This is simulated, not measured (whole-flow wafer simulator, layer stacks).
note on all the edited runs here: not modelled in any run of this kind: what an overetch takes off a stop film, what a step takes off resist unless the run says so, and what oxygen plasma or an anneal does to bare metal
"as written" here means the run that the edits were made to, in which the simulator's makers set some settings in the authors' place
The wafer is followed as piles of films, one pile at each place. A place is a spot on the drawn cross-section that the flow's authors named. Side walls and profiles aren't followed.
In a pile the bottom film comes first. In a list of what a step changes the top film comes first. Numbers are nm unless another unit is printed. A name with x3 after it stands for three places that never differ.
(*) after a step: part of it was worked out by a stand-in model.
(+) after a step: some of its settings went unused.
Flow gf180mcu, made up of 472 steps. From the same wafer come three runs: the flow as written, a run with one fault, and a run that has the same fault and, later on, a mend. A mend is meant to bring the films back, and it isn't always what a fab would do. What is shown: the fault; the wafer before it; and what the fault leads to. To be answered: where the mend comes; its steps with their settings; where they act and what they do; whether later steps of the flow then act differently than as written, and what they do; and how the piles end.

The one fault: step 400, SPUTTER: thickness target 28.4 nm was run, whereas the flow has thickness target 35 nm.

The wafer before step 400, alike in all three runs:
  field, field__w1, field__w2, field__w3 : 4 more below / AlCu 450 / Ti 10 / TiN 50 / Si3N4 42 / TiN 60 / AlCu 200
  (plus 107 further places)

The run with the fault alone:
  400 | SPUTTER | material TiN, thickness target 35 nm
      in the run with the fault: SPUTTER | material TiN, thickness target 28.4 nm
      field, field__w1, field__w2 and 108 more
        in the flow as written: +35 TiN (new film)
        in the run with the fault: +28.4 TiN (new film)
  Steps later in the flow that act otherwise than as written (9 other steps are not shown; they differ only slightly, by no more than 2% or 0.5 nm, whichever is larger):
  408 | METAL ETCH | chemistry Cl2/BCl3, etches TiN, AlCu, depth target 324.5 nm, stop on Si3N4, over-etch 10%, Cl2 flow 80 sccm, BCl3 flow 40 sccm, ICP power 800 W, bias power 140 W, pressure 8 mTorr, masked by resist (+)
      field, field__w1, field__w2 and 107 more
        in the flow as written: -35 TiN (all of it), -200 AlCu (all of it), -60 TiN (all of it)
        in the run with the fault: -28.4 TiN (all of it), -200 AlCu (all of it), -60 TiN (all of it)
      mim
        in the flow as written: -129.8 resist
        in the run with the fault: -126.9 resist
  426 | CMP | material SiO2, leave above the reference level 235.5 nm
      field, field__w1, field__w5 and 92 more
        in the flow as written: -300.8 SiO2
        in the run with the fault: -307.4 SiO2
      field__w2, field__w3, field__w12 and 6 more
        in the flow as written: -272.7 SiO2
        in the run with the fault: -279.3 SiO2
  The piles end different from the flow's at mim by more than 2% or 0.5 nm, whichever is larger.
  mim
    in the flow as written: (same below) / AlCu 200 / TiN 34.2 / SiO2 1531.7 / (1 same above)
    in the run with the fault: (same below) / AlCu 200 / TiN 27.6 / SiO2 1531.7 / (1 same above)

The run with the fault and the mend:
  After step 407 comes the mend.
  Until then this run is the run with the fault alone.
  407a | STRIP | chemistry O2/N2, power 2160 W, pressure 1700 mTorr (*)
      mim
        -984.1 resist (all of it)
  407b | SPUTTER | material TiN, thickness target 6.6 nm (a further turn of the flow's step 400, with different settings)
      field, field__w1, field__w2 and 108 more
        +6.6 TiN
  407c | HMDS | 120 C, 60 s (a further turn of the flow's step 402)
      does not change any film at any place that is followed
  407d | COAT | resist, thickness 1000 nm (a further turn of the flow's step 403)
      field, field__w1, field__w2 and 108 more
        +1000 resist (new film)
  407e | SOFTBAKE | resist (a further turn of the flow's step 404)
      does not change any film at any place that is followed
  407f | EXPOSE | photomask FuseTop (a further turn of the flow's step 405)
      does not change any film at any place that is followed
  407g | PEB | resist, 70.3 s (a further turn of the flow's step 406)
      field, field__w1, field__w2 and 108 more
        -15.9 resist
  407h | DEVELOP | thickness 1000 nm, 60 s (a further turn of the flow's step 407)
      field, field__w1, field__w2 and 107 more
        -984.1 resist (all of it)
  Later steps of the flow that are run all act as written at every place that is followed.
  At every place that both follow, the piles at the end match the flow's.
